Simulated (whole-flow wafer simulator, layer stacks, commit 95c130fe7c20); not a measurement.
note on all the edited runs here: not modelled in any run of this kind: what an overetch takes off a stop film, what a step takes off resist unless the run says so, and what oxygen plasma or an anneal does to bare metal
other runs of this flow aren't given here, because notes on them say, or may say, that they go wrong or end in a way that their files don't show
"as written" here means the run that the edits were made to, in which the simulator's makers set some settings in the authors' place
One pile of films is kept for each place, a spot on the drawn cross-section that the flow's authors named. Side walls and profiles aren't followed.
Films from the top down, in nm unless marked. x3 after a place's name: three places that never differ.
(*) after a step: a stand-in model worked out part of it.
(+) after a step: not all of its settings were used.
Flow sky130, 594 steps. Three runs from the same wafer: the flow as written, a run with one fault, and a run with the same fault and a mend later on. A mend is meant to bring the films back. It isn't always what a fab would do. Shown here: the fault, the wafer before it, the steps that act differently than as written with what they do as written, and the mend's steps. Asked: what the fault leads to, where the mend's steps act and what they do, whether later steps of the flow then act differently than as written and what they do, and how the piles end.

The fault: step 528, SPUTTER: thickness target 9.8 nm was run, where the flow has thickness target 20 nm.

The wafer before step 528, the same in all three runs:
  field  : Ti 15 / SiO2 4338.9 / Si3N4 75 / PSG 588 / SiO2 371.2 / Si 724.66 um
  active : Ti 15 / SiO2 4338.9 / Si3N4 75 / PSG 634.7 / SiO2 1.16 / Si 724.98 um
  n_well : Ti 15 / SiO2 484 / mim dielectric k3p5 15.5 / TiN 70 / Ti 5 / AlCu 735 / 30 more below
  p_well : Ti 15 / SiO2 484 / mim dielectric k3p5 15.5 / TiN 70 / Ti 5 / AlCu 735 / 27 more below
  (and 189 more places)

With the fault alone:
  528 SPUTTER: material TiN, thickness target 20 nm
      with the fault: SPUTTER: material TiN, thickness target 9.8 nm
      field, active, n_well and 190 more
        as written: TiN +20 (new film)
        with the fault: TiN +9.8 (new film)
  Later steps of the flow that act differently than as written (17 more steps differ only slightly, by at most 2% or 0.5 nm, whichever is larger, and aren't shown):
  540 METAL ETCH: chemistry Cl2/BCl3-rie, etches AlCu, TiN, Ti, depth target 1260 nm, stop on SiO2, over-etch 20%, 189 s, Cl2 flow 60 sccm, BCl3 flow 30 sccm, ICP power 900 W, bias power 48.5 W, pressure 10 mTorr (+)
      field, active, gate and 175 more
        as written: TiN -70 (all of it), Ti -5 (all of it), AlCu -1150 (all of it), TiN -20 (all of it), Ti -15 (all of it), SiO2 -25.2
        with the fault: TiN -70 (all of it), Ti -5 (all of it), AlCu -1150 (all of it), TiN -9.8 (all of it), Ti -15 (all of it), SiO2 -26.2
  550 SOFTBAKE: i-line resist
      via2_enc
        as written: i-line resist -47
        with the fault: i-line resist -46
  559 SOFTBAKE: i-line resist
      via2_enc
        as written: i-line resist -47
        with the fault: i-line resist -46
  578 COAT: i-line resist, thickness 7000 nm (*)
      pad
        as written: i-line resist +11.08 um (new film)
        with the fault: i-line resist +11.09 um (new film)
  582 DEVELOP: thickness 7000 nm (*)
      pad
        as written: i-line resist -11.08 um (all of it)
        with the fault: i-line resist -11.09 um (all of it)
  At the end the piles differ from the flow's by more than 2% or 0.5 nm, whichever is larger, at n_well, p_well, sd_n and 12 more.
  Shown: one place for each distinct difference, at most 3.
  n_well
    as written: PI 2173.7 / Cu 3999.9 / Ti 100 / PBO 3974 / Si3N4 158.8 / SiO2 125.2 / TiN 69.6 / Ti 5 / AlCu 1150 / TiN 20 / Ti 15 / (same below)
    with the fault: PI 2174.9 / Cu 3999.9 / Ti 100 / PBO 3981.4 / Si3N4 158.8 / SiO2 125.2 / TiN 69.6 / Ti 5 / AlCu 1150 / TiN 9.8 / Ti 15 / (same below)
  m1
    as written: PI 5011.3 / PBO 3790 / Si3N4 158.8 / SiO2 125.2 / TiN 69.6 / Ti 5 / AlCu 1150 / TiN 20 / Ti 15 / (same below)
    with the fault: PI 5011.8 / PBO 3798.5 / Si3N4 158.8 / SiO2 125.2 / TiN 69.6 / Ti 5 / AlCu 1150 / TiN 9.8 / Ti 15 / (same below)
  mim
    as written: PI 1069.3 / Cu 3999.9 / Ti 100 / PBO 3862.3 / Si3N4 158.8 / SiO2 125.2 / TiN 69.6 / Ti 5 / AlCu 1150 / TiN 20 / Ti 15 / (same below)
    with the fault: PI 1070.3 / Cu 3999.9 / Ti 100 / PBO 3870.1 / Si3N4 158.8 / SiO2 125.2 / TiN 69.6 / Ti 5 / AlCu 1150 / TiN 9.8 / Ti 15 / (same below)

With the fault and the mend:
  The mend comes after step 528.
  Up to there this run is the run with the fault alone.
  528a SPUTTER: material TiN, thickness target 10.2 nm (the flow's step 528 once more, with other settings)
      field, active, n_well and 190 more
        TiN +10.2
  No later step of the flow acts differently than as written at any place that is followed.
  At the end the piles are the same as the flow's at every place that both follow.
